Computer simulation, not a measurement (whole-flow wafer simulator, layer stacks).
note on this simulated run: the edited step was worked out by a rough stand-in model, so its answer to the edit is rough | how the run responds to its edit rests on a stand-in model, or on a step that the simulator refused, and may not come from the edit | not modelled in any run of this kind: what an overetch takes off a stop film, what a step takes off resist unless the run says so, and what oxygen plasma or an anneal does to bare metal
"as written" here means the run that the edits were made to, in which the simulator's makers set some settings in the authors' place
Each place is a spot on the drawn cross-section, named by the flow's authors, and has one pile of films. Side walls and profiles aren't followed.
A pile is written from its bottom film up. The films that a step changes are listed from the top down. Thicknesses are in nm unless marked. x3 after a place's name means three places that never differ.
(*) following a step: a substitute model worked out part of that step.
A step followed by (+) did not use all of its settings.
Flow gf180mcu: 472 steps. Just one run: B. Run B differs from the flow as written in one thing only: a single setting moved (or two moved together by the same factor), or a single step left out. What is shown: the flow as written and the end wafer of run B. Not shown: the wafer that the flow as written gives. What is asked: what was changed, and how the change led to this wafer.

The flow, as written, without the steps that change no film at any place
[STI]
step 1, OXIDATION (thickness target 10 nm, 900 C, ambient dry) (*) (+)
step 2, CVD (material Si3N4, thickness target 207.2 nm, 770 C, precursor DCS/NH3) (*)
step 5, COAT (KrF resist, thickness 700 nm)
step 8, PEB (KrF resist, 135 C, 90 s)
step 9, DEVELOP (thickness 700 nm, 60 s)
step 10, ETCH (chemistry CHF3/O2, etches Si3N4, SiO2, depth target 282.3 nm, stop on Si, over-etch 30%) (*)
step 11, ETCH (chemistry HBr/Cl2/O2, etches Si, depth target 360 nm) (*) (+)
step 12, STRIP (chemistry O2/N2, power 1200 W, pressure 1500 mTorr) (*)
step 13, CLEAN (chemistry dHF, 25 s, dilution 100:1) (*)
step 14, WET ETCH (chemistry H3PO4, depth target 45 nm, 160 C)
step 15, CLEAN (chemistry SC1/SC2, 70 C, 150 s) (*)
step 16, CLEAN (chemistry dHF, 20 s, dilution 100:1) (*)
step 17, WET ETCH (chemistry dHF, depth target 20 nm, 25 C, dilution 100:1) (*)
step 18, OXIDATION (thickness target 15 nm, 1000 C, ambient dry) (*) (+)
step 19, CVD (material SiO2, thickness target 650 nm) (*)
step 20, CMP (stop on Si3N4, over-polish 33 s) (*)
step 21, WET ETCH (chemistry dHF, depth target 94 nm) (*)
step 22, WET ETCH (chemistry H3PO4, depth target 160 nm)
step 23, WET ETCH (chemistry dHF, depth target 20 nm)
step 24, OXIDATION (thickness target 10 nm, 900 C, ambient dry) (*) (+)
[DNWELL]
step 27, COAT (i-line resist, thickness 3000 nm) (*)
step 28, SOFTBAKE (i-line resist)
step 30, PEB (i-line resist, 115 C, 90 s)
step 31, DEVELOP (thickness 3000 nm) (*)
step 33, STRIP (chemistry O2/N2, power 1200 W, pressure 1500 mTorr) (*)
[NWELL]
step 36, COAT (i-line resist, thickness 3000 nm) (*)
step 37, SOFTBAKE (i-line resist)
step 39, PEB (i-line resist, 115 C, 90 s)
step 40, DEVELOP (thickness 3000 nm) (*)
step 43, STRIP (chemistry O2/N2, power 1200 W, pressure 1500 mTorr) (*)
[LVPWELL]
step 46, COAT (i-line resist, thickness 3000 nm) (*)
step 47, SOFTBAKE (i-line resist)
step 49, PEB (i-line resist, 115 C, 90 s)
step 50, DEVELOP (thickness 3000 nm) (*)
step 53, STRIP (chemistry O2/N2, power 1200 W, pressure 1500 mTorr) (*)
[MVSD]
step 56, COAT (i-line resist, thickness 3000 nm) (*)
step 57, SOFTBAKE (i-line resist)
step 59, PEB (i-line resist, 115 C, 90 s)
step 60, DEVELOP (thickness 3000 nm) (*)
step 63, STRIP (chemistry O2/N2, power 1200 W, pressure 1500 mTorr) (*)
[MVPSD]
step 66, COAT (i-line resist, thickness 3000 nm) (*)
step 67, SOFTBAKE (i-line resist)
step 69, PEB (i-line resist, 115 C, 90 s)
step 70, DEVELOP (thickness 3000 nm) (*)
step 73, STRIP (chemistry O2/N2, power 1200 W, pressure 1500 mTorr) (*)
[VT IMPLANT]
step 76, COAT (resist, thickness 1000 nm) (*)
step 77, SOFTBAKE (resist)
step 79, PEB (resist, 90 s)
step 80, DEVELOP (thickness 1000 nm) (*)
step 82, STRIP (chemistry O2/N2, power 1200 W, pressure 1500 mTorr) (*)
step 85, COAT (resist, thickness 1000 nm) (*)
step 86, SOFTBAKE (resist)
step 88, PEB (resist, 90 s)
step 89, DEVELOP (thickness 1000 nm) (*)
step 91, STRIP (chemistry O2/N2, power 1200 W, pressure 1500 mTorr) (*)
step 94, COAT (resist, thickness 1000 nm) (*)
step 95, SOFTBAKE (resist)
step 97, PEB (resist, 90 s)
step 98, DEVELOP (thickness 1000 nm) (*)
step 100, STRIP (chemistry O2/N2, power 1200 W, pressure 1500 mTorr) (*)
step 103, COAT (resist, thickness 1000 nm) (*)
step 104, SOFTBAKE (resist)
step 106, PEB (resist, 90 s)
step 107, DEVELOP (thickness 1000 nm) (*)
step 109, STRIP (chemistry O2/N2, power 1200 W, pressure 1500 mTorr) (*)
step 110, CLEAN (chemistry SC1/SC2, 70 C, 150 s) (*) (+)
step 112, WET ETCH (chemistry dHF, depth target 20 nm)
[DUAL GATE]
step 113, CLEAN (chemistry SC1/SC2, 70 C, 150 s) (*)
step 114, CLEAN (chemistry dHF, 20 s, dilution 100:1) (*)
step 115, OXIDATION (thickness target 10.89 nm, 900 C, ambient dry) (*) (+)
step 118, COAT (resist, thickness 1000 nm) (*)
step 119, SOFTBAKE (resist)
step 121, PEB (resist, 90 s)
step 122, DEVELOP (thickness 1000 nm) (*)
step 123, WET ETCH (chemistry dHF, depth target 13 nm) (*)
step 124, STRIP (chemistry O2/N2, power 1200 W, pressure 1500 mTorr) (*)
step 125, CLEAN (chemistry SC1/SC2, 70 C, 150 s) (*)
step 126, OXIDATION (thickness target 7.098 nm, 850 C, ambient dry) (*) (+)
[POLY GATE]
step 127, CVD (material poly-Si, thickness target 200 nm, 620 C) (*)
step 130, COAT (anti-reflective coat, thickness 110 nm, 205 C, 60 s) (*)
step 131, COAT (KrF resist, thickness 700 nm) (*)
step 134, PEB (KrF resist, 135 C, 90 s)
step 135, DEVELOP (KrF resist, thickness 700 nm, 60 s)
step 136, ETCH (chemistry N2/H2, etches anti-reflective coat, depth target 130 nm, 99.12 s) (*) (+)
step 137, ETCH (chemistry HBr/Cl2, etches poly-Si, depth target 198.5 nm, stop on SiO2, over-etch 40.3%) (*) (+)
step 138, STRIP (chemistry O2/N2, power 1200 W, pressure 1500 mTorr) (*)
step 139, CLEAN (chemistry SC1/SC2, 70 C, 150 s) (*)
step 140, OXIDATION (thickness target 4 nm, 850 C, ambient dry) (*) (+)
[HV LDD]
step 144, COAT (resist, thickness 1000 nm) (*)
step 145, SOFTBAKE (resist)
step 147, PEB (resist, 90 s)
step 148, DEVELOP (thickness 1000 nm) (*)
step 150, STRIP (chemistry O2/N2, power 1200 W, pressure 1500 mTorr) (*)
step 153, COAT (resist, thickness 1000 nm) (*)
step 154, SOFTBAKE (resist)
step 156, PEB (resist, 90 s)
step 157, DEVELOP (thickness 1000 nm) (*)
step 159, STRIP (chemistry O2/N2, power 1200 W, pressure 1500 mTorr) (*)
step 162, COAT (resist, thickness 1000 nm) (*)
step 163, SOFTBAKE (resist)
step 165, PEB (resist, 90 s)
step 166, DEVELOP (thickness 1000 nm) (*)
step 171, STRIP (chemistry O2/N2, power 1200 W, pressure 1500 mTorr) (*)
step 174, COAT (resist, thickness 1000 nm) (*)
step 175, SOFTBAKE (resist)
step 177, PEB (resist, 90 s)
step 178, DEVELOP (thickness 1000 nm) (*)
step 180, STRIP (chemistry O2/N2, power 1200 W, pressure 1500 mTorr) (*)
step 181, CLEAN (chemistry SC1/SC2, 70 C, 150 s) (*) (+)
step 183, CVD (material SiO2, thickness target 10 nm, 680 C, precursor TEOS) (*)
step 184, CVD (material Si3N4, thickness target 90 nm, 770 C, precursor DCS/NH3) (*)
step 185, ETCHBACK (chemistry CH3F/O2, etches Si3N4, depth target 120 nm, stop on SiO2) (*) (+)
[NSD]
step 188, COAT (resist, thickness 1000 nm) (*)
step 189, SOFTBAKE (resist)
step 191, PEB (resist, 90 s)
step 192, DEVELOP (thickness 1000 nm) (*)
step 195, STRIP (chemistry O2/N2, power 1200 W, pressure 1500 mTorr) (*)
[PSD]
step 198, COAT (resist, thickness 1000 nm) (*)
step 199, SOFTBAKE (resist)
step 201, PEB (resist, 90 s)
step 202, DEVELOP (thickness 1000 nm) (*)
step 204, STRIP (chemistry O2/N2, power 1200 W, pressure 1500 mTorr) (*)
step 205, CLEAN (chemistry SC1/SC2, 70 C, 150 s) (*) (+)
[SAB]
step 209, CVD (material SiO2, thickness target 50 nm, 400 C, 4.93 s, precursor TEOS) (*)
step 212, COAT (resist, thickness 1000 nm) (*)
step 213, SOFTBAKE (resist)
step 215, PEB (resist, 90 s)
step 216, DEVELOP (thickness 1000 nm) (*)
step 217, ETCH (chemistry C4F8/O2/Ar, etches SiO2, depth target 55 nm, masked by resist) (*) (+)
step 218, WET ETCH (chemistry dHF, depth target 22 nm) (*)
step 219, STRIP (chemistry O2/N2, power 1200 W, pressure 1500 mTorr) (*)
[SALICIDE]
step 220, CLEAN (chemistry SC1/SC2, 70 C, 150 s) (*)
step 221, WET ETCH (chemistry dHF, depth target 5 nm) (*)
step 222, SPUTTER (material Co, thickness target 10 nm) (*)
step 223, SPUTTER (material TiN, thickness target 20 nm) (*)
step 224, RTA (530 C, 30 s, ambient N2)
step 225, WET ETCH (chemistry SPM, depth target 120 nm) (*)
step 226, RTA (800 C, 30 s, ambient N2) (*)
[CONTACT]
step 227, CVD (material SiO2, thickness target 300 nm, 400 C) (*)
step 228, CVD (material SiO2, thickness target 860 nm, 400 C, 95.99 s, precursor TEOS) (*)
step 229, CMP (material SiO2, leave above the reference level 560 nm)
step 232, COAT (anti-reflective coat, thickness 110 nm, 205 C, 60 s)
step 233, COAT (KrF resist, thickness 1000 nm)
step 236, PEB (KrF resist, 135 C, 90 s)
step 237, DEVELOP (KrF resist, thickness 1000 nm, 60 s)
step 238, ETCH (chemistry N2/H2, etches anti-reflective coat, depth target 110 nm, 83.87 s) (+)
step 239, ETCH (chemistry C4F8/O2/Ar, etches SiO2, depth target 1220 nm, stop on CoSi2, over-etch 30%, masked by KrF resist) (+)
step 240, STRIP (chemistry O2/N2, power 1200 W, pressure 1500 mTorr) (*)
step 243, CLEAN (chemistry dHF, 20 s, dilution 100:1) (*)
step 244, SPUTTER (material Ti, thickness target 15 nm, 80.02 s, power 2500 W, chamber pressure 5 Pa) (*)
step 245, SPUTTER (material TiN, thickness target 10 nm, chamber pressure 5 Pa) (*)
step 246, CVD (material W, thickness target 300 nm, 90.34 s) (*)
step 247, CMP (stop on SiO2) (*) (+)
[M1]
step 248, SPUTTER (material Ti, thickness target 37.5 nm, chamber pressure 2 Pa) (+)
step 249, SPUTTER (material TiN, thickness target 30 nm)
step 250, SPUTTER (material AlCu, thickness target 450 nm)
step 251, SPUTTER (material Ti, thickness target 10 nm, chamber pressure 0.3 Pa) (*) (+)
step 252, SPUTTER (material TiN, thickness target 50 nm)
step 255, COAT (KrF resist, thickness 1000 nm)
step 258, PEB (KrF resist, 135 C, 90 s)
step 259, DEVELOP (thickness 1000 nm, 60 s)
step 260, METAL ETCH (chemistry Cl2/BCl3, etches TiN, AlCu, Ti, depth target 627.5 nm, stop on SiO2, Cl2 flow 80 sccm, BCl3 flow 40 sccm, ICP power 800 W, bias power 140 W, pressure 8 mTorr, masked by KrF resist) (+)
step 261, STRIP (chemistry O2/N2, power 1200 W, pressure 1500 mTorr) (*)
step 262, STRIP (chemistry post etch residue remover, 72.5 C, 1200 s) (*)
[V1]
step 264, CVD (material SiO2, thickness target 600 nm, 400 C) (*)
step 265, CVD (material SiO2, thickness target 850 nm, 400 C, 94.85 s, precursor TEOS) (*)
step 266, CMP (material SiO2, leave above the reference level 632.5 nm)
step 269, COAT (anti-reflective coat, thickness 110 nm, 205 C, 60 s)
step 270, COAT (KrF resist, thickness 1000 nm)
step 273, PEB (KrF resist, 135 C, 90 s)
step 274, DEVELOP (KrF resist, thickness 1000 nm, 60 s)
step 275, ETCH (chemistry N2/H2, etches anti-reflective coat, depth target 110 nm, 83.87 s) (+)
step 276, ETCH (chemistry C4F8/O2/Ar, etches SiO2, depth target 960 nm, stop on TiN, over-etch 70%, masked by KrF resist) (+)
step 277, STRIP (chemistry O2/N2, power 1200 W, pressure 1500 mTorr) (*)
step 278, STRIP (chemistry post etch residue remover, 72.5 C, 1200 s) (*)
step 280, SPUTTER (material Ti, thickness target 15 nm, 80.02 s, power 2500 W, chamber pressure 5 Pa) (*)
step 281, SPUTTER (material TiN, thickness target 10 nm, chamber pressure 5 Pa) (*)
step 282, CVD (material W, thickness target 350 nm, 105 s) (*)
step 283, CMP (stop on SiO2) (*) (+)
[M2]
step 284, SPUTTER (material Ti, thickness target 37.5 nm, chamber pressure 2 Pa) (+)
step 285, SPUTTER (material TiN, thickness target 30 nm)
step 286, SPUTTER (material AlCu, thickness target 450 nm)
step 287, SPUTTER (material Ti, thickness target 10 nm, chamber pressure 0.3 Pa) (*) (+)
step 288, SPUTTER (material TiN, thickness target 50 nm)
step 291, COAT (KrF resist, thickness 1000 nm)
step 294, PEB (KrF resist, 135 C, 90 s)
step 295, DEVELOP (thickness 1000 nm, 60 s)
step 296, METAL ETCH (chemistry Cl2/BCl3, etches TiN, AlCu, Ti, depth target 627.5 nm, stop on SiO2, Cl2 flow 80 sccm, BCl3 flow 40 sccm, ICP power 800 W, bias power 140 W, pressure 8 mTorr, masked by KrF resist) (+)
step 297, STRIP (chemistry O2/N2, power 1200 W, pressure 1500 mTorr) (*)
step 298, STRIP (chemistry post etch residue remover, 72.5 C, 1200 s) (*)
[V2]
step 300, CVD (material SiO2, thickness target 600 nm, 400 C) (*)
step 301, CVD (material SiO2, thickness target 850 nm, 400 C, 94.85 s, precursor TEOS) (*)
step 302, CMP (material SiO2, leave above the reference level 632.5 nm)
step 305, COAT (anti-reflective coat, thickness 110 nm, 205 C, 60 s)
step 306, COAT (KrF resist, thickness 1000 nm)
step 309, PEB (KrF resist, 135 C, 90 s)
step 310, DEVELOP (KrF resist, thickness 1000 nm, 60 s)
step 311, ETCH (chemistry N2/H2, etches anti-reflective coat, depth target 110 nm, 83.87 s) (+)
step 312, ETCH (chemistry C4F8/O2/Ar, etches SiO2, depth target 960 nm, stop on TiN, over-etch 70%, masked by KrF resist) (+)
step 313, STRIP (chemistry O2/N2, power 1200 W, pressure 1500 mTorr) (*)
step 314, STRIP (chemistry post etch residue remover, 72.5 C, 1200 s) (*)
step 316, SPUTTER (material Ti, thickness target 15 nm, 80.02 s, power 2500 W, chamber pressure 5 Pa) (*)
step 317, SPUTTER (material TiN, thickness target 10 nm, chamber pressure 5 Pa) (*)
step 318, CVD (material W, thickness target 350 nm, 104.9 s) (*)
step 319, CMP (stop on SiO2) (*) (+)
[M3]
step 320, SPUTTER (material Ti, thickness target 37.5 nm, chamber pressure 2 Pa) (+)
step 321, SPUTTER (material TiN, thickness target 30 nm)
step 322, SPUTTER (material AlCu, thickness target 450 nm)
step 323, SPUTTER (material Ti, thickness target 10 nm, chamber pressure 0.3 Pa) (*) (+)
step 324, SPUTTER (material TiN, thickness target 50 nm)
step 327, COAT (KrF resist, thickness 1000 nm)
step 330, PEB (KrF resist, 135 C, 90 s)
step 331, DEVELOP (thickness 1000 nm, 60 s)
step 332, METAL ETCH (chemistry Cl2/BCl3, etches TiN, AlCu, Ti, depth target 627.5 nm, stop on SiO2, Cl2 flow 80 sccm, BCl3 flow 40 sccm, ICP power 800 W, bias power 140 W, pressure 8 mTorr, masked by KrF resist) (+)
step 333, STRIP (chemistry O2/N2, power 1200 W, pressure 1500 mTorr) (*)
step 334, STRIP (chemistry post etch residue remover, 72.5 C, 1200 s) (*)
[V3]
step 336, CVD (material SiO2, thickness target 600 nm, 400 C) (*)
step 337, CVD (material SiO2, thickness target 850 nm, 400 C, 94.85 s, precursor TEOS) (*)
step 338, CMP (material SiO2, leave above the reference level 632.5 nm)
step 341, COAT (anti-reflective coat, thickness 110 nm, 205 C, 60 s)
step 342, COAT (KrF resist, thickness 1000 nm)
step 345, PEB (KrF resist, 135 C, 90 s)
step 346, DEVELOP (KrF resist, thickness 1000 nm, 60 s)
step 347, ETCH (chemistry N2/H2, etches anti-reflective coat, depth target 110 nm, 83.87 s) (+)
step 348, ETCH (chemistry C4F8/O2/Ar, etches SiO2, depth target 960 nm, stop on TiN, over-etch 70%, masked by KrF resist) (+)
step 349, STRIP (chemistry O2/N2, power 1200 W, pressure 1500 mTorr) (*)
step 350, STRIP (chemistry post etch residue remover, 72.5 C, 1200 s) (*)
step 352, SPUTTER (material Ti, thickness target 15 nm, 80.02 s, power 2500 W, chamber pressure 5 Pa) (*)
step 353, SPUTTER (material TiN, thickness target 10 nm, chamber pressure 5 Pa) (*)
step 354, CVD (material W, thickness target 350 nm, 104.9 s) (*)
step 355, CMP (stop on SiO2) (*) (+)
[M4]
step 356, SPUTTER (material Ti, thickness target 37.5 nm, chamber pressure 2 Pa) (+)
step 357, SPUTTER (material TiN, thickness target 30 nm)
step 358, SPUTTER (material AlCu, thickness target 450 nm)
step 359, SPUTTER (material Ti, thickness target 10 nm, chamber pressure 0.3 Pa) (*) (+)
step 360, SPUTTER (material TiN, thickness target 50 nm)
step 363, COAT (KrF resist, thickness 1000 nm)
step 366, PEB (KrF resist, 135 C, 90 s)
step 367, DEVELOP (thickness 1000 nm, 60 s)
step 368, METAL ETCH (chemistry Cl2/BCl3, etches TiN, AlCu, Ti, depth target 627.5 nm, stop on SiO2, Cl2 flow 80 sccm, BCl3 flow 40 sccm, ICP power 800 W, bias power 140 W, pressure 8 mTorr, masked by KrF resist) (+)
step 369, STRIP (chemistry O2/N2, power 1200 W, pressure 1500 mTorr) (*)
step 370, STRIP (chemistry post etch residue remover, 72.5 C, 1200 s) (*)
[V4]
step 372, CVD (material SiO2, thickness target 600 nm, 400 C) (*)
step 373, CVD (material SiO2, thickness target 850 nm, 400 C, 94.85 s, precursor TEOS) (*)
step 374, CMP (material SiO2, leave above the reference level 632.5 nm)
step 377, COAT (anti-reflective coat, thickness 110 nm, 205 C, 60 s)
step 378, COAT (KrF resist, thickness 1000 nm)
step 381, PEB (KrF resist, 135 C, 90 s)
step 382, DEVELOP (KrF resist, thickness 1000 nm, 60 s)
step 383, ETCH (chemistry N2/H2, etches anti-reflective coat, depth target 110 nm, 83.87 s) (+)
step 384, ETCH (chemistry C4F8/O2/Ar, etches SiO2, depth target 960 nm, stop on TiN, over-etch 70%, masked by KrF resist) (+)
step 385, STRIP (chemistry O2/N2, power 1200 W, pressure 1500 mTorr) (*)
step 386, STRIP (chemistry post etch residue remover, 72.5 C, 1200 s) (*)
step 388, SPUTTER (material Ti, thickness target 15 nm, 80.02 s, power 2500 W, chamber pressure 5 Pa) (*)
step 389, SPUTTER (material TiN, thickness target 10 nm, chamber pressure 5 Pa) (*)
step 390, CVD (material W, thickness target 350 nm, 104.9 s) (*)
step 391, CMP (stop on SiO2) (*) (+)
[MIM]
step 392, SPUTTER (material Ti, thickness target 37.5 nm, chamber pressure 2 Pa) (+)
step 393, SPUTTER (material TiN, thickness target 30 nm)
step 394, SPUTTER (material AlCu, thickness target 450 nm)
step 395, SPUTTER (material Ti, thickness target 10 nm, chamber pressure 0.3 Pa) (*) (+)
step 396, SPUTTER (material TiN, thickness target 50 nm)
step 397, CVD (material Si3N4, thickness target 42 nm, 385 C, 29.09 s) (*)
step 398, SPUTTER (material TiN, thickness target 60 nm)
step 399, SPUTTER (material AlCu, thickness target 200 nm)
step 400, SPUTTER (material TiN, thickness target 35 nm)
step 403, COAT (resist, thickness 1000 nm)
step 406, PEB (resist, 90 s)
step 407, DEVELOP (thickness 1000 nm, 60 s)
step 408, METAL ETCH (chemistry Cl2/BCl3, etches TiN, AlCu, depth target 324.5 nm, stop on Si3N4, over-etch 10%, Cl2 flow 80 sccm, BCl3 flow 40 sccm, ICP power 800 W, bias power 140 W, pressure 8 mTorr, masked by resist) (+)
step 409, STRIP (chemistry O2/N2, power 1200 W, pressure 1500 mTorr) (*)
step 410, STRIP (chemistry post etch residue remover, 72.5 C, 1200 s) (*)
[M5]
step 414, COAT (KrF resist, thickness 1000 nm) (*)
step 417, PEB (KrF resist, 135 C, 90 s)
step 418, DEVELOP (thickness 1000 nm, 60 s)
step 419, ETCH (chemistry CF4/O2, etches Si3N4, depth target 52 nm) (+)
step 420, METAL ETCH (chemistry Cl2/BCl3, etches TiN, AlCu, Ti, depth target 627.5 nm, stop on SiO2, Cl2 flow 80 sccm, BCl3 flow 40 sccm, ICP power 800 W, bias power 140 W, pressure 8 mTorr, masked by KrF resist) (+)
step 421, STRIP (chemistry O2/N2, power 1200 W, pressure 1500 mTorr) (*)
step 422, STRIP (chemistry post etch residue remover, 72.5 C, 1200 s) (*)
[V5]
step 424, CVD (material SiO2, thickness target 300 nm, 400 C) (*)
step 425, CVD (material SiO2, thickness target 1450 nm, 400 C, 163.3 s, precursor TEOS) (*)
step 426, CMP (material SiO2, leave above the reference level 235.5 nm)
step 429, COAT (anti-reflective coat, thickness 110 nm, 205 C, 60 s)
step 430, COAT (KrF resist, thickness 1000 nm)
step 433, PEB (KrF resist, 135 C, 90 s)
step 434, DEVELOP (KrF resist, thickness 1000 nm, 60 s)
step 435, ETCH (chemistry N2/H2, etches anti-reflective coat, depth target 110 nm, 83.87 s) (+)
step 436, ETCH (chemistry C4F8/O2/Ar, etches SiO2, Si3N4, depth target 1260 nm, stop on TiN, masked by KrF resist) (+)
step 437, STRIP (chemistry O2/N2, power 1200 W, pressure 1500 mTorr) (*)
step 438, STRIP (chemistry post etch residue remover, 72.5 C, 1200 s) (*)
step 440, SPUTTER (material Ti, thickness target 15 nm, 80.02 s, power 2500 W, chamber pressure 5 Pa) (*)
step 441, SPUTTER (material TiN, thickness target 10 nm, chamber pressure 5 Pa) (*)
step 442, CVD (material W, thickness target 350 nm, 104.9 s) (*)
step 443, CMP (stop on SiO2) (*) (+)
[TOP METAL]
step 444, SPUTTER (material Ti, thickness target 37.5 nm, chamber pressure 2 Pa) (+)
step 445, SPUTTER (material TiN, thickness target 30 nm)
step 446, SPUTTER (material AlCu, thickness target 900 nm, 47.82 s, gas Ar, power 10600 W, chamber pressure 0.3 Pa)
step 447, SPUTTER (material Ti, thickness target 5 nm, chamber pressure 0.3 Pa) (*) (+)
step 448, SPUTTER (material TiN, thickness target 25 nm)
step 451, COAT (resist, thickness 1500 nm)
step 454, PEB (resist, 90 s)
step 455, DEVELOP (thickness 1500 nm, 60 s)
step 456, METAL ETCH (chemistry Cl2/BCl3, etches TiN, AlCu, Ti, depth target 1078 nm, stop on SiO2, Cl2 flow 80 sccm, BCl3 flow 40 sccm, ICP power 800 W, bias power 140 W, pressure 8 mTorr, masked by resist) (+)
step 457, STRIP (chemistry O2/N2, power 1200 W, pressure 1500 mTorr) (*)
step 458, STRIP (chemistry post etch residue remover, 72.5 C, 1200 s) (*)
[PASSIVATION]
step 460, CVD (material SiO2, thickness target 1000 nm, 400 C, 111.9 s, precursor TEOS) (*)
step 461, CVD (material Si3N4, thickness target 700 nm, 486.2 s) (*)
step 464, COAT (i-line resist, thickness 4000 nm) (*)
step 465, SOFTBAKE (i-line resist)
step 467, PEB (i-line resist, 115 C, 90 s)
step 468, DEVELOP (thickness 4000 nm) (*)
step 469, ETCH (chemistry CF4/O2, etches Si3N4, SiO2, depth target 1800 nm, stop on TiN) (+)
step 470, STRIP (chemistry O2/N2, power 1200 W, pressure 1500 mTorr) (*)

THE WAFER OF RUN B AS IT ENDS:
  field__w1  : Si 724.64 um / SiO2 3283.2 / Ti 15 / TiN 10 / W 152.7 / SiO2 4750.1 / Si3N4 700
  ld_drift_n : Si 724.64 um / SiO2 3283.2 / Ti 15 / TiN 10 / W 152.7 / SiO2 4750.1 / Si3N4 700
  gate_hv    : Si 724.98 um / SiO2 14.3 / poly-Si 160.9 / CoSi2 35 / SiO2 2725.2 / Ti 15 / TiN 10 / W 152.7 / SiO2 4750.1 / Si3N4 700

The reason: step 301, CVD: thickness target 340 nm was run, though the flow has thickness target 850 nm.

The path from the change to this, step by step:
  step 301, CVD (material SiO2, thickness target 850 nm, 400 C, 94.85 s, precursor TEOS) (*)
      field, field__w1, field__w2 and 108 more: +340 SiO2 (in the flow as written it would be: +850 SiO2)
  step 302, CMP (material SiO2, leave above the reference level 632.5 nm)
      field, field__w1, field__w2 and 103 more: nothing (in the flow as written it would be: -300 SiO2)
      field__w8, contact, m1, m1__w1, m1_nw: -367.1 SiO2 (in the flow as written it would be: -877.1 SiO2)
  step 305, COAT (anti-reflective coat, thickness 110 nm, 205 C, 60 s)
      field__w6, ld_sd_n: +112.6 anti-reflective coat (new film) (in the flow as written it would be: +110 anti-reflective coat (new film))
      field: +202.7 anti-reflective coat (new film) (in the flow as written it would be: +110 anti-reflective coat (new film))
      (also at 23 further places)
  step 306, COAT (KrF resist, thickness 1000 nm)
      field: +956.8 KrF resist (new film) (in the flow as written it would be: +1000 KrF resist (new film))
      field__w1: +1021 KrF resist (new film) (in the flow as written it would be: +1000 KrF resist (new film))
      (also at 13 further places)
  step 309, PEB (KrF resist, 135 C, 90 s)
      n_well: -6 KrF resist (in the flow as written it would be: -6.68 KrF resist)
      contact: -5.69 KrF resist (in the flow as written it would be: -6.68 KrF resist)
      (also at 7 further places)
  step 310, DEVELOP (KrF resist, thickness 1000 nm, 60 s)
      contact: -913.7 KrF resist (all of it) (in the flow as written it would be: -993.3 KrF resist (all of it))
  step 311, ETCH (chemistry N2/H2, etches anti-reflective coat, depth target 110 nm, 83.87 s) (+)
      contact: -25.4 anti-reflective coat (all of it), -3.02 SiO2 (in the flow as written it would be: -110 anti-reflective coat (all of it), -0.85 SiO2)
  step 313, STRIP (chemistry O2/N2, power 1200 W, pressure 1500 mTorr) (*)
      field: -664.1 KrF resist (all of it), -202.7 anti-reflective coat (all of it) (in the flow as written it would be: -706.9 KrF resist (all of it), -110 anti-reflective coat (all of it))
      field__w1: -727.8 KrF resist (all of it), -97.7 anti-reflective coat (all of it) (in the flow as written it would be: -706.9 KrF resist (all of it), -110 anti-reflective coat (all of it))
      (also at 25 further places)
  step 316, SPUTTER (material Ti, thickness target 15 nm, 80.02 s, power 2500 W, chamber pressure 5 Pa) (*)
      contact: +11 Ti (new film) (in the flow as written it would be: +9.65 Ti (new film))
  step 317, SPUTTER (material TiN, thickness target 10 nm, chamber pressure 5 Pa) (*)
      contact: +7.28 TiN (new film) (in the flow as written it would be: +6.4 TiN (new film))
  step 318, CVD (material W, thickness target 350 nm, 104.9 s) (*)
      contact: +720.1 W (new film) (in the flow as written it would be: +932.3 W (new film))
  step 319, CMP (stop on SiO2) (*) (+)
      field, field__w1, field__w2 and 103 more: -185 W (in the flow as written it would be: -350 W (all of it), -10 TiN (all of it), -15 Ti (all of it), -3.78 SiO2)
      field__w8, m1, m1__w1, m1_nw: -350 W (all of it), -10 TiN (all of it), -15 Ti (all of it), -20 SiO2 (in the flow as written it would be: -350 W (all of it), -10 TiN (all of it), -15 Ti (all of it), -3.78 SiO2)
      (also at 1 further place)
  step 332, METAL ETCH (chemistry Cl2/BCl3, etches TiN, AlCu, Ti, depth target 627.5 nm, stop on SiO2, Cl2 flow 80 sccm, BCl3 flow 40 sccm, ICP power 800 W, bias power 140 W, pressure 8 mTorr, masked by KrF resist) (+)
      field, field__w1, field__w2 and 103 more: -50 TiN (all of it), -10 Ti (all of it), -450 AlCu (all of it), -30 TiN (all of it), -37.5 Ti (all of it), -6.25 W (in the flow as written it would be: -50 TiN (all of it), -10 Ti (all of it), -450 AlCu (all of it), -30 TiN (all of it), -37.5 Ti (all of it))
  step 334, STRIP (chemistry post etch residue remover, 72.5 C, 1200 s) (*)
      field, field__w1, field__w2 and 103 more: -6.01 W (in the flow as written it would be: nothing)
  step 336, CVD (material SiO2, thickness target 600 nm, 400 C) (*)
      field, field__w1, field__w2 and 103 more: +600 SiO2 (new film) (in the flow as written it would be: +600 SiO2)
  step 338, CMP (material SiO2, leave above the reference level 632.5 nm)
      field, field__w1, field__w2 and 103 more: -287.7 SiO2 (in the flow as written it would be: -300 SiO2)
With metal films that touch counted as one body, field__w1 has 1 body; the flow as written gives 0 bodies.
With metal films that touch counted as one body, ld_drift_n has 1 body; the flow as written gives 0 bodies.
With metal films that touch counted as one body, gate_hv has 2 bodies (between them, from the top down: SiO2 2725.2); the flow as written gives 1 body.
